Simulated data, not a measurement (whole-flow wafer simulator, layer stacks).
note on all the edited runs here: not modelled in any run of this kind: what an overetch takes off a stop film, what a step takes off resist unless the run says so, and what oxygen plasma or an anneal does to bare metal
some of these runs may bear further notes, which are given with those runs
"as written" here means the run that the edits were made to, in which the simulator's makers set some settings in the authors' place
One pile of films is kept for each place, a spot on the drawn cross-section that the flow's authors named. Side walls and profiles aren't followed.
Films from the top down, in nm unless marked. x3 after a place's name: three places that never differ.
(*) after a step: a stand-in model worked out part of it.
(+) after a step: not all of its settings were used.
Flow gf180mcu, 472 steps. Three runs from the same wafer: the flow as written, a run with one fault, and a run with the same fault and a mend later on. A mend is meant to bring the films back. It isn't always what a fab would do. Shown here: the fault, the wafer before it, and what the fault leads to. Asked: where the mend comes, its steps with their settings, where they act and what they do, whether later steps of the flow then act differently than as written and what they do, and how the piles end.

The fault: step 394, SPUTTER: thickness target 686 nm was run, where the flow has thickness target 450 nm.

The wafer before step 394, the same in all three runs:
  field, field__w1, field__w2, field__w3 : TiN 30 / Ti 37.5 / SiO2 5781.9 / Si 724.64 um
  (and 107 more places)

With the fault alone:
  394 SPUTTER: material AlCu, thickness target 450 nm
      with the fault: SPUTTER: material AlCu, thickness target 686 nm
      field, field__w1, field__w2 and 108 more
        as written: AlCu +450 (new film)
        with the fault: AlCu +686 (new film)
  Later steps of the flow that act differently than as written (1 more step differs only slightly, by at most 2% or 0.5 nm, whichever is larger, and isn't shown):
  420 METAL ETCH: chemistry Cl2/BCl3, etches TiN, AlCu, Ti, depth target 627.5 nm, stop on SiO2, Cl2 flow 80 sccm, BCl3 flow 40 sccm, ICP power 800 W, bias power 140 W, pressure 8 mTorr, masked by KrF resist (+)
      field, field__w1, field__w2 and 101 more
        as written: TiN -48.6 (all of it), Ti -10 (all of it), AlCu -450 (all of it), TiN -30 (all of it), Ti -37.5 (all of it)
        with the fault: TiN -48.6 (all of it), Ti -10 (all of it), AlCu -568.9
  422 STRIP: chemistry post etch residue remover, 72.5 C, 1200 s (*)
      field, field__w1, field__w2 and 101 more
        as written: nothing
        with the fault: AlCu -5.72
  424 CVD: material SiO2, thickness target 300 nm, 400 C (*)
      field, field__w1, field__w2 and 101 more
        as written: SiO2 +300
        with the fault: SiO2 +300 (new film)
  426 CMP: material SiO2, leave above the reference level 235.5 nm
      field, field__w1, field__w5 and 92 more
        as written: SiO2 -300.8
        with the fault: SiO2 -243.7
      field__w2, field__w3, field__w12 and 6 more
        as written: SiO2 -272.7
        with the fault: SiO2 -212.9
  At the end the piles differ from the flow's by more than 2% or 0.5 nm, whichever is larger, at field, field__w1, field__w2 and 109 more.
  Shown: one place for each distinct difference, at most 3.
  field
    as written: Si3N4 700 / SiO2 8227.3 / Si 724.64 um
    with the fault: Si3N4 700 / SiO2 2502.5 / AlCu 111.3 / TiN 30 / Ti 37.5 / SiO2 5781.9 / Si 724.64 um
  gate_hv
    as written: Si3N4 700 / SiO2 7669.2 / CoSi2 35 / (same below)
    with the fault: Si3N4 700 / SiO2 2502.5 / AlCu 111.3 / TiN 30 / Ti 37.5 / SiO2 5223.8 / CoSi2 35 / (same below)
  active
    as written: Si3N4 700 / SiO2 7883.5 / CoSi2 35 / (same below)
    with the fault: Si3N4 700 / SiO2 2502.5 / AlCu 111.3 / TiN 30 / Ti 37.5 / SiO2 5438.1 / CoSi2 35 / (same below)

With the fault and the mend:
  The mend comes after step 394.
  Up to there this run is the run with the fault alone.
  394a METAL ETCH: chemistry Cl2/BCl3, etches TiN, AlCu, Ti, depth target 236 nm, Cl2 flow 80 sccm, BCl3 flow 40 sccm, ICP power 800 W, bias power 140 W, pressure 8 mTorr (the flow's step 260 once more, with other settings)
      field, field__w1, field__w2 and 108 more
        AlCu -236
  No later step of the flow acts differently than as written at any place that is followed.
  At the end the piles are the same as the flow's at every place that both follow.
